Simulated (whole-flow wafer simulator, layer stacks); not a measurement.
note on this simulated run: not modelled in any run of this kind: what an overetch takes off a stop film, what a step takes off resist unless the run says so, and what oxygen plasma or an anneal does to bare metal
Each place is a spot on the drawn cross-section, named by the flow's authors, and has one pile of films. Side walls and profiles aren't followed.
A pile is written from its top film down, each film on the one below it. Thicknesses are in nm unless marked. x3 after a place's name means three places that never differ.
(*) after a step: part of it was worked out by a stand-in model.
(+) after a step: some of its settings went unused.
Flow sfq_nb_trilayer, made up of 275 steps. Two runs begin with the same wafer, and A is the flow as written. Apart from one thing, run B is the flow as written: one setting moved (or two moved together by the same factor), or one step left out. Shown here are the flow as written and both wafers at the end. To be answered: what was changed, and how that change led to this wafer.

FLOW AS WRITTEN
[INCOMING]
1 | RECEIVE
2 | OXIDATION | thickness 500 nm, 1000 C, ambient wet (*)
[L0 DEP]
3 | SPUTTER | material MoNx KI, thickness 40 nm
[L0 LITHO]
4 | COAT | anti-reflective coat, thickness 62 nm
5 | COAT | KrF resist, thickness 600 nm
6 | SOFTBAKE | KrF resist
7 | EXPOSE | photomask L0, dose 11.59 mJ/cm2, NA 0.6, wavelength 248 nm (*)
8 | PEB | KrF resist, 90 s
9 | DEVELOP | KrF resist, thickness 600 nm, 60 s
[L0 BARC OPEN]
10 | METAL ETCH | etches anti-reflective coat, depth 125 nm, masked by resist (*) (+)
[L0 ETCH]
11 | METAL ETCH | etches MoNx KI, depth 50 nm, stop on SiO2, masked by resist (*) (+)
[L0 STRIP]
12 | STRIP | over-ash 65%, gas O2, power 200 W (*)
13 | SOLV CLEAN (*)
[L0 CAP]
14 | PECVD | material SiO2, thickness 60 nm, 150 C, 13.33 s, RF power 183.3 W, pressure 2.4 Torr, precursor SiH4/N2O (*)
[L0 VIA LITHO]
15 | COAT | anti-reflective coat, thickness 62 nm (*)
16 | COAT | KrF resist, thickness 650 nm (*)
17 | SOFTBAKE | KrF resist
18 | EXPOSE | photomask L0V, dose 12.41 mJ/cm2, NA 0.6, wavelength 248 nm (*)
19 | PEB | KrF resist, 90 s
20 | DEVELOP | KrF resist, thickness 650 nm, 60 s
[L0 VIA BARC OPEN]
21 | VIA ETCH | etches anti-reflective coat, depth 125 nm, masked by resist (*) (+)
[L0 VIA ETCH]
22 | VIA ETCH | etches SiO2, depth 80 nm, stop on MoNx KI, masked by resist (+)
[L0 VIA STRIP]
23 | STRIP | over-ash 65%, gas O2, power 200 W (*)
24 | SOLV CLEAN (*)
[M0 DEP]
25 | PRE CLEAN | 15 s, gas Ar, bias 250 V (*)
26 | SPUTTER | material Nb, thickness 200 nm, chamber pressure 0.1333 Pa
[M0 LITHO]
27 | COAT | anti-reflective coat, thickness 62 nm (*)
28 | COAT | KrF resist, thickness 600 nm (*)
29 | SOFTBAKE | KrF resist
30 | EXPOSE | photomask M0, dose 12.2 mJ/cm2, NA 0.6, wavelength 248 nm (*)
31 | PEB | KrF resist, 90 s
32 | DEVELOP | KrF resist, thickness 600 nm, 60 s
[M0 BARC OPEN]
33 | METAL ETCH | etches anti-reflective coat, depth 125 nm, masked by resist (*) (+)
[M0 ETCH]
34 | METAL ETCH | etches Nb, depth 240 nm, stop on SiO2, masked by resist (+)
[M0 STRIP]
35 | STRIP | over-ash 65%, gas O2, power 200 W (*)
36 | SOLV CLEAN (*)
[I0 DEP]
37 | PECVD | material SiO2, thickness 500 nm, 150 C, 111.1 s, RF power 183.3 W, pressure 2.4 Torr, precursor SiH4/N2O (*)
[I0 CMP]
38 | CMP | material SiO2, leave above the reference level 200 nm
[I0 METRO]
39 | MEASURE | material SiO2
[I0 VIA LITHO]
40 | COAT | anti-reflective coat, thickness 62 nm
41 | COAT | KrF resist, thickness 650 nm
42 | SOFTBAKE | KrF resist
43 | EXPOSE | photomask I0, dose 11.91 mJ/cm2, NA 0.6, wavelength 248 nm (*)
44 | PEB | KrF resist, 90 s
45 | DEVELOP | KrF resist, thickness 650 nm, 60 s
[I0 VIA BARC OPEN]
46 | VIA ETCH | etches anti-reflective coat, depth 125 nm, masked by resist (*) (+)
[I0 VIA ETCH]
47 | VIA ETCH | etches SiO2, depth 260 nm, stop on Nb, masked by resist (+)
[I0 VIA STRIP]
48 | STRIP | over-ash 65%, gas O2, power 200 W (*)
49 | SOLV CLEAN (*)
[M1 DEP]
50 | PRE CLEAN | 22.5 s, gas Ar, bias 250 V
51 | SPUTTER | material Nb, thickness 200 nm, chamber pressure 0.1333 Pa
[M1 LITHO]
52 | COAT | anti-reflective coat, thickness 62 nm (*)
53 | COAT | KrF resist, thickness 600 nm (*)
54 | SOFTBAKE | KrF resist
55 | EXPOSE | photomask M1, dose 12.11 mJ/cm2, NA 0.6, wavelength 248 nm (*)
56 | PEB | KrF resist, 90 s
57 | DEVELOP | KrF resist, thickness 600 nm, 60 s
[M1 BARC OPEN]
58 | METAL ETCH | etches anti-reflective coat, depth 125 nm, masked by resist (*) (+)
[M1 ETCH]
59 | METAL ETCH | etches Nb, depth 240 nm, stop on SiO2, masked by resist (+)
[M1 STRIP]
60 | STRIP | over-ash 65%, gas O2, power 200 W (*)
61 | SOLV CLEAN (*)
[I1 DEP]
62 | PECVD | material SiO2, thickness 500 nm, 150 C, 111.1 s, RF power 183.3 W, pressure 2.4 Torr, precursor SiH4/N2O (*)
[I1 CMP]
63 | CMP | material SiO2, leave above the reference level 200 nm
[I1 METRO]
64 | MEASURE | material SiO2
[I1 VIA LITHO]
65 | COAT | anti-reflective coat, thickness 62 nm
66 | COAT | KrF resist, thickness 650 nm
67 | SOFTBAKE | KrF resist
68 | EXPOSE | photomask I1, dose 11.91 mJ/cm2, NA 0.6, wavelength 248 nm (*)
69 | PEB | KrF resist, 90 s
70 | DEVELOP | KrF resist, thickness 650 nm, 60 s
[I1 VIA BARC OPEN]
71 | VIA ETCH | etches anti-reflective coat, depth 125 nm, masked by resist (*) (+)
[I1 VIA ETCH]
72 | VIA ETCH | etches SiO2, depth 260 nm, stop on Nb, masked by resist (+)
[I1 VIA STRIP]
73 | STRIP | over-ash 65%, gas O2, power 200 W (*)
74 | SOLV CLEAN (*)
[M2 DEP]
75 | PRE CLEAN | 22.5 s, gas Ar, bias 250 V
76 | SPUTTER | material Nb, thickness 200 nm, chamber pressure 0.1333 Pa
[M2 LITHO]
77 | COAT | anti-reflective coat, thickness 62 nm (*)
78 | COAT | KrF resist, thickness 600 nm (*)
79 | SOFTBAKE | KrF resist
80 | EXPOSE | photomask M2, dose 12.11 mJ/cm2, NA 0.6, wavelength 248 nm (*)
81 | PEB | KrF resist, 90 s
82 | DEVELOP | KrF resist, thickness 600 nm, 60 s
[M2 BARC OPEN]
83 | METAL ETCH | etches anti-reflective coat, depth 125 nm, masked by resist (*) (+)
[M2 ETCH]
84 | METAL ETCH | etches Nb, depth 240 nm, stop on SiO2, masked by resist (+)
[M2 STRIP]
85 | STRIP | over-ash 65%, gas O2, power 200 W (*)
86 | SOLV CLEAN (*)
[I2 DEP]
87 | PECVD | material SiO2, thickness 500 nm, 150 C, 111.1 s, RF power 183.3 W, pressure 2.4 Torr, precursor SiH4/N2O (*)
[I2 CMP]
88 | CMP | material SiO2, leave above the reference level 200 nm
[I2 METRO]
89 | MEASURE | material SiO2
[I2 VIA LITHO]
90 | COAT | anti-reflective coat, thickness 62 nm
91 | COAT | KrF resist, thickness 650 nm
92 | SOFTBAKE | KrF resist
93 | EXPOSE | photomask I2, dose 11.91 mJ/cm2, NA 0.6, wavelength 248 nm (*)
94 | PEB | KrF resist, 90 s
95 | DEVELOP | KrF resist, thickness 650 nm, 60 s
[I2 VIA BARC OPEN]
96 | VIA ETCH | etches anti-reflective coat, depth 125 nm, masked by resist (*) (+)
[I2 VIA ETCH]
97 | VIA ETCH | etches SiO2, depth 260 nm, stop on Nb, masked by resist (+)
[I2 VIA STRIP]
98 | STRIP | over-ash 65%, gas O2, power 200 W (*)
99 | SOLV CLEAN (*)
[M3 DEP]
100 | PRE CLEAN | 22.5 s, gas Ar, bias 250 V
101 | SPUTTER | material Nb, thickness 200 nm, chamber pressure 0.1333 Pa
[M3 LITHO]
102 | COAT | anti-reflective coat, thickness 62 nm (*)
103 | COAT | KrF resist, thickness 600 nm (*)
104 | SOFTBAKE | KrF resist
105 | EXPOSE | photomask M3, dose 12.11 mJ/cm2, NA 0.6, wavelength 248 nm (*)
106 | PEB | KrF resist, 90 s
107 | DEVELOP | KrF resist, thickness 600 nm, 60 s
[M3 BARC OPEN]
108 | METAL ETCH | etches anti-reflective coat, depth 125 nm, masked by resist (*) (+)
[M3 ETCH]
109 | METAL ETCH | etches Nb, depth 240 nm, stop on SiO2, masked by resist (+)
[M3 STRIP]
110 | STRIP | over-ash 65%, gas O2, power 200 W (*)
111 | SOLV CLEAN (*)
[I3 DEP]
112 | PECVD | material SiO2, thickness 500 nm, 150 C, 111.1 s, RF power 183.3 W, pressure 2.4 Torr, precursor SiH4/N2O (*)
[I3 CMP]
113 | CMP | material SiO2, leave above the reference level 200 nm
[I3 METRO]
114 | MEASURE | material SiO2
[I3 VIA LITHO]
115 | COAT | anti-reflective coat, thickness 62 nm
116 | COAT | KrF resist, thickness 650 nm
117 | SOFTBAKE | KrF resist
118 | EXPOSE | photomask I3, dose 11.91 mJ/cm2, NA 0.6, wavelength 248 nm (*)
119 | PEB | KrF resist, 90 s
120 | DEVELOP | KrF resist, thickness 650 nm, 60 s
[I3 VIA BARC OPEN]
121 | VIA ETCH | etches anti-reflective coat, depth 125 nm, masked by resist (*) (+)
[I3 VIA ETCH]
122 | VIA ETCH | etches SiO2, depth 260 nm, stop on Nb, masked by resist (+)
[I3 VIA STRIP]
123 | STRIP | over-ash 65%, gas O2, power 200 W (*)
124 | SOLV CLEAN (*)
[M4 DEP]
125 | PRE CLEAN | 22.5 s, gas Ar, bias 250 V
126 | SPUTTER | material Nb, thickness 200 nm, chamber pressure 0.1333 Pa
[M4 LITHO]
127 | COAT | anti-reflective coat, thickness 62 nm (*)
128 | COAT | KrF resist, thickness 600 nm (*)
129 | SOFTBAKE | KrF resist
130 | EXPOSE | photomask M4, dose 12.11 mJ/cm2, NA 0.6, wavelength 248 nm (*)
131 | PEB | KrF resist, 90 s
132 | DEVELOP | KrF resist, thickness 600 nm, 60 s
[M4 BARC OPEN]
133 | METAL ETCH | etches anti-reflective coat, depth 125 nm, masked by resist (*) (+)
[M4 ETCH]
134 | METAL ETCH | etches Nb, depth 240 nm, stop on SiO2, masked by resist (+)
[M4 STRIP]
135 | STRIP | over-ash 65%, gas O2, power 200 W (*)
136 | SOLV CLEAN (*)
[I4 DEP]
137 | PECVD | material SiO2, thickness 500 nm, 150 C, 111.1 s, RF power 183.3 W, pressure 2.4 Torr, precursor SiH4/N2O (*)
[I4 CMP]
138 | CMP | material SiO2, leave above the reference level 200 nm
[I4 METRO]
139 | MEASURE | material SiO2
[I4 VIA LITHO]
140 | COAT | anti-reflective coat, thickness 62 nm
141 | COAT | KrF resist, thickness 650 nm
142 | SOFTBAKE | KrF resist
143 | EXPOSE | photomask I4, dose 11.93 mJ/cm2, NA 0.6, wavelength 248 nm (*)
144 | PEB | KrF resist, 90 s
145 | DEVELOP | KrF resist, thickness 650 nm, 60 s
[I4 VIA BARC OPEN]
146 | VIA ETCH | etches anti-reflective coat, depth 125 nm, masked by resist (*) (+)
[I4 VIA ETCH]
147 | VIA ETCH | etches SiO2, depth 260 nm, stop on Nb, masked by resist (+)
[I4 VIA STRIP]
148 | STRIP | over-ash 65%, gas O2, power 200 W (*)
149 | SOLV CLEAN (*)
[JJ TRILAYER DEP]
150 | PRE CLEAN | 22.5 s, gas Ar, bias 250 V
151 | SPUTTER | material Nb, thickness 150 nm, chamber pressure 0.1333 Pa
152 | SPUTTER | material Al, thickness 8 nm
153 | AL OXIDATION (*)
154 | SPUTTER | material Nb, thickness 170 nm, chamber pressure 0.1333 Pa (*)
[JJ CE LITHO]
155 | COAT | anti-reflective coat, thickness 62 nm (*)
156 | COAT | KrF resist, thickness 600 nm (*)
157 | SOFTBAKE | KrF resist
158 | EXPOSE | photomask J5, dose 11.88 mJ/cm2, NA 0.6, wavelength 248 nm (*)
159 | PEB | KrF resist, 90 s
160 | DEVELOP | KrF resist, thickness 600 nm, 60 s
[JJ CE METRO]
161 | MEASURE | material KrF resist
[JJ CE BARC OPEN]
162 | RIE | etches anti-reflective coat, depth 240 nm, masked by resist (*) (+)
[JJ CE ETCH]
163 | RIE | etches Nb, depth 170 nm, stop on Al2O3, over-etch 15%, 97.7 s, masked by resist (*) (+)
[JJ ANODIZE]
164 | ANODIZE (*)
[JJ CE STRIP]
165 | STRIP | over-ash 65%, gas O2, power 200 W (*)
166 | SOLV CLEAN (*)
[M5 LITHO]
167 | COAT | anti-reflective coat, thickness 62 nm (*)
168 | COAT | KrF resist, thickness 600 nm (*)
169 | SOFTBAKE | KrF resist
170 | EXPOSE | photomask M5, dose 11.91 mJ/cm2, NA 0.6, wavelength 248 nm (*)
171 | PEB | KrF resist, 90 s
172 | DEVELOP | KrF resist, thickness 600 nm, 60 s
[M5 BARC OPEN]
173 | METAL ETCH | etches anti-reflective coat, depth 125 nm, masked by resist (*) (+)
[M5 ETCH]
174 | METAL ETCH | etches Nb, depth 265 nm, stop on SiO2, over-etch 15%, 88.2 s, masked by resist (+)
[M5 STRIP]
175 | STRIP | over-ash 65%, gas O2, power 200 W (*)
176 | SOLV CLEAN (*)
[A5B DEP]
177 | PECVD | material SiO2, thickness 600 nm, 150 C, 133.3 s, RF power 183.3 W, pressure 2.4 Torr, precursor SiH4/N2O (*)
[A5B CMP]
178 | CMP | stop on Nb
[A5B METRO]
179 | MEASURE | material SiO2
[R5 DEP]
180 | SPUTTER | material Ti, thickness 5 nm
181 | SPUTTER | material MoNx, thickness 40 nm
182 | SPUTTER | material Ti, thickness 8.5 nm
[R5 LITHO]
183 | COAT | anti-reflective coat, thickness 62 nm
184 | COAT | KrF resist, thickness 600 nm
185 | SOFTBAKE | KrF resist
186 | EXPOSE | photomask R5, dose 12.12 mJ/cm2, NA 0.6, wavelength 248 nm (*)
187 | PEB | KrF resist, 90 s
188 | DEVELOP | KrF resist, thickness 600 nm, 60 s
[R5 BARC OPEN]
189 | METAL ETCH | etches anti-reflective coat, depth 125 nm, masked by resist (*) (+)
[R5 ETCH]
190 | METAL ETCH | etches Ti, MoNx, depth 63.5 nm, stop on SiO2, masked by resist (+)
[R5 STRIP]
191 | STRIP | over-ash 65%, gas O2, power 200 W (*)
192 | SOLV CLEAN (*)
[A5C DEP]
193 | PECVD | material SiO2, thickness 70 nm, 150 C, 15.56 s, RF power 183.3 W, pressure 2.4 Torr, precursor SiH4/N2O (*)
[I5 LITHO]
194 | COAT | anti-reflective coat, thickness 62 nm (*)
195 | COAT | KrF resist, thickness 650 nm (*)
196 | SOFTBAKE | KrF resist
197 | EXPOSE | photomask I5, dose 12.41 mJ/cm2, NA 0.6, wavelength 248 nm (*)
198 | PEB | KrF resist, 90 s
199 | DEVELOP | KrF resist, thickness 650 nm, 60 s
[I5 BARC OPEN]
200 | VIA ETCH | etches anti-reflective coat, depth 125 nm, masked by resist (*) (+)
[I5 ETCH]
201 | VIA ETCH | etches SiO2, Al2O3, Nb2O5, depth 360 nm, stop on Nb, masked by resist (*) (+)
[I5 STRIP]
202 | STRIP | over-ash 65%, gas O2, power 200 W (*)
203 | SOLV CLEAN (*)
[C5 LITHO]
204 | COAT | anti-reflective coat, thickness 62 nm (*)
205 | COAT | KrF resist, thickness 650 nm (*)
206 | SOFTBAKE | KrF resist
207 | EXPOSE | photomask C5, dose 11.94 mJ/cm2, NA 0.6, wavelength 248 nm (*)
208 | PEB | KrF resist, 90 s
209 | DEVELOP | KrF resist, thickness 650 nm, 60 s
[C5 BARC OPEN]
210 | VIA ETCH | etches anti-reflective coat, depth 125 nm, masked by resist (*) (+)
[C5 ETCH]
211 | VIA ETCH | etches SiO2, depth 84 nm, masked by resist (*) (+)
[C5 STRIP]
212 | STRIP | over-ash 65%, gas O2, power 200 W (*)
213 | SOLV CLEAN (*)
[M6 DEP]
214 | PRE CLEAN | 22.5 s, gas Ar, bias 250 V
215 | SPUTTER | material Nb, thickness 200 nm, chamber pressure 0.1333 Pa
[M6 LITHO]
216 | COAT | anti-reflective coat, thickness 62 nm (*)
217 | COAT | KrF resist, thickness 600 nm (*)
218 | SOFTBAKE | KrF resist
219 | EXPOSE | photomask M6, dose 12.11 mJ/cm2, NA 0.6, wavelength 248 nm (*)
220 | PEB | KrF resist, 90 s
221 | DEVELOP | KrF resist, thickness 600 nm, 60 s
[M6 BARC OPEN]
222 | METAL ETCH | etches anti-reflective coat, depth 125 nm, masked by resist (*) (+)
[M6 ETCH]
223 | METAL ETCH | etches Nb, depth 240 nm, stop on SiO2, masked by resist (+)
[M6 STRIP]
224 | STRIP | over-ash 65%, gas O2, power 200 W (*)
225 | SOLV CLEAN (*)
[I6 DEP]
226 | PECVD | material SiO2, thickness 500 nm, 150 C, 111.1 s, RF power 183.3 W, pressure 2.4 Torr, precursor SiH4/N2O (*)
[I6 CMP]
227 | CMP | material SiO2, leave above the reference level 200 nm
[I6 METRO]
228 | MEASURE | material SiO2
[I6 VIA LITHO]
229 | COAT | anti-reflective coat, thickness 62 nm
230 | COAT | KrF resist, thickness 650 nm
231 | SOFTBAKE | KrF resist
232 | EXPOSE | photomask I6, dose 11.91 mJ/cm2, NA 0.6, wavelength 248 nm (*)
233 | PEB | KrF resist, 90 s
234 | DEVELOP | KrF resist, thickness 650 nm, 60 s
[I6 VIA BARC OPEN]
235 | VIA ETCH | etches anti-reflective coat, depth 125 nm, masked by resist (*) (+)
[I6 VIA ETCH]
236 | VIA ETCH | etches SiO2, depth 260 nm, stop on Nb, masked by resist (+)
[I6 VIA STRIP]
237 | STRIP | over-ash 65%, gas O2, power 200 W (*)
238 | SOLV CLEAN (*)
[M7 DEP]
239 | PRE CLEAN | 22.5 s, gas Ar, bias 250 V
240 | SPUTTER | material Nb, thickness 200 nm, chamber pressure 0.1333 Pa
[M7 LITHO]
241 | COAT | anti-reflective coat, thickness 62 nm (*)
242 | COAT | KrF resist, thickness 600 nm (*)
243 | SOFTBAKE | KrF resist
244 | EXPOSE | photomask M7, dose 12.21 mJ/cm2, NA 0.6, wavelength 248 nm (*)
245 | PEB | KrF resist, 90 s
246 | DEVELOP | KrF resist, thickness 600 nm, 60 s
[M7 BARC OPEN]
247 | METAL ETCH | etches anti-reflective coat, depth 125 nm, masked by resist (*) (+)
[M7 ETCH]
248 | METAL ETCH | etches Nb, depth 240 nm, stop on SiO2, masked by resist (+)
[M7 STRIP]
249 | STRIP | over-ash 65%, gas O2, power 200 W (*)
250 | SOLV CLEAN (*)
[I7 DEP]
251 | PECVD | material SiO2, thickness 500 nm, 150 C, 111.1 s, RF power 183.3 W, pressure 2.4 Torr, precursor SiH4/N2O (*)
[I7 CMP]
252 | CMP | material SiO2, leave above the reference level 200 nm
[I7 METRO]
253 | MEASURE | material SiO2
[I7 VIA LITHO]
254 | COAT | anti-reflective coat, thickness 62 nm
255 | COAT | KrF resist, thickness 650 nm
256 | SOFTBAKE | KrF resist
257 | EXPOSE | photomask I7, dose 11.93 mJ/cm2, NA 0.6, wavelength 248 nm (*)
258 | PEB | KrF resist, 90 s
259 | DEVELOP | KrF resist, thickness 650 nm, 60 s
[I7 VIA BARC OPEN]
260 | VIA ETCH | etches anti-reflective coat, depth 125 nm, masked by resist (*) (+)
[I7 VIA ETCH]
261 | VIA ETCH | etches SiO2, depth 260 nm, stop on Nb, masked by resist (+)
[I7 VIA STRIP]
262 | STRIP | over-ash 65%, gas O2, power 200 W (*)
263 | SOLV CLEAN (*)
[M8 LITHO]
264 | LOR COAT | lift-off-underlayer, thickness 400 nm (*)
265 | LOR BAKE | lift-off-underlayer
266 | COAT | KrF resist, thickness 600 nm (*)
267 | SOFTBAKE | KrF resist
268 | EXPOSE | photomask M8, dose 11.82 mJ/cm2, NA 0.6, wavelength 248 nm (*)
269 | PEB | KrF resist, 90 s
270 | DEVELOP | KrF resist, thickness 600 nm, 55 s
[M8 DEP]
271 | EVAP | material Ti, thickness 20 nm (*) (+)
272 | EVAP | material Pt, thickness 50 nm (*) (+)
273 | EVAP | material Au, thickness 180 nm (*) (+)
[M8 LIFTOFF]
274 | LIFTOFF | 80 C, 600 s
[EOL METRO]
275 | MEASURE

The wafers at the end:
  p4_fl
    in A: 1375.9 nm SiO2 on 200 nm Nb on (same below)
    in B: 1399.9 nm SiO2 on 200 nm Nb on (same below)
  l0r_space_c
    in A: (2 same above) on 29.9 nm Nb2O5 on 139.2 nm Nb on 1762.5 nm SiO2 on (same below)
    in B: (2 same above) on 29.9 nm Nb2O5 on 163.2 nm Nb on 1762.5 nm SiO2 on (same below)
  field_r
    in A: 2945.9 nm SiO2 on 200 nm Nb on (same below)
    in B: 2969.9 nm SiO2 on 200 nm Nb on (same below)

Cause: step 151, SPUTTER: thickness 174 nm was run, though the flow has thickness 150 nm.

The path from the change to this, step by step:
  151 | SPUTTER | material Nb, thickness 150 nm, chamber pressure 0.1333 Pa
      field_l, v_sur, via_sp and 100 more: A Nb gains 150 (new film) | B Nb gains 174 (new film)
      via_wl, via_w, via_wr: A Nb gains 130.4 | B Nb gains 151.5
  155 | COAT | anti-reflective coat, thickness 62 nm (*)
      via_wl, via_wr: A anti-reflective coat gains 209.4 (new film) | B anti-reflective coat gains 216.2 (new film)
      via_w: A anti-reflective coat gains 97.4 (new film) | B anti-reflective coat gains 99.5 (new film)
  162 | RIE | etches anti-reflective coat, depth 240 nm, masked by resist (*) (+)
      ce_l, c5j, ce_r, wl_jj: A KrF resist loses 209.4 | B KrF resist loses 216.2
      via_wl, via_wr: A anti-reflective coat loses 209.4 (all of it) | B anti-reflective coat loses 216.2 (all of it)
      (and at 1 other place as well)
  165 | STRIP | over-ash 65%, gas O2, power 200 W (*)
      ce_l: A KrF resist loses 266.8 (all of it), anti-reflective coat loses 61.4 (all of it) | B KrF resist loses 259.9 (all of it), anti-reflective coat loses 61.4 (all of it)
      c5j: A KrF resist loses 266.9 (all of it), anti-reflective coat loses 61.5 (all of it) | B KrF resist loses 260 (all of it), anti-reflective coat loses 61.5 (all of it)
      (and at 2 other places as well)
  167 | COAT | anti-reflective coat, thickness 62 nm (*)
      via_wl: A anti-reflective coat gains 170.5 (new film) | B anti-reflective coat gains 174.4 (new film)
      via_wr: A anti-reflective coat gains 170.6 (new film) | B anti-reflective coat gains 174.5 (new film)
      (and at 1 other place as well)
  174 | METAL ETCH | etches Nb, depth 265 nm, stop on SiO2, over-etch 15%, 88.2 s, masked by resist (+)
      field_l, r_sur, res and 49 more: A Al2O3 loses 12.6 (all of it), Nb2O5 loses 29.9 (all of it), Nb loses 139.2 (all of it), SiO2 loses 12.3 | B Al2O3 loses 12.6 (all of it), Nb2O5 loses 29.9 (all of it), Nb loses 163.2 (all of it), SiO2 loses 9.89
      wl_a_sl: A Al2O3 loses 12.6 (all of it), Nb2O5 loses 29.9 (all of it), Nb loses 139.2 (all of it), SiO2 loses 12.3 | B Al2O3 loses 12.6 (all of it), Nb2O5 loses 29.9 (all of it), Nb loses 163.2 (all of it), SiO2 loses 9.9
  175 | STRIP | over-ash 65%, gas O2, power 200 W (*)
      via_wl: A KrF resist loses 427 (all of it), anti-reflective coat loses 170.5 (all of it) | B KrF resist loses 425.7 (all of it), anti-reflective coat loses 174.4 (all of it)
      via_wr: A KrF resist loses 427.6 (all of it), anti-reflective coat loses 170.6 (all of it) | B KrF resist loses 426.3 (all of it), anti-reflective coat loses 174.5 (all of it)
      (and at 1 other place as well)
  178 | CMP | stop on Nb
      field_l, p4_fl, p4_fm and 39 more: A SiO2 loses 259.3 | B SiO2 loses 237.7
      r_sur, res, r_end, moat, field_r, lsp_l: A SiO2 loses 252.3 | B SiO2 loses 229.9
      (and at 5 other places as well)
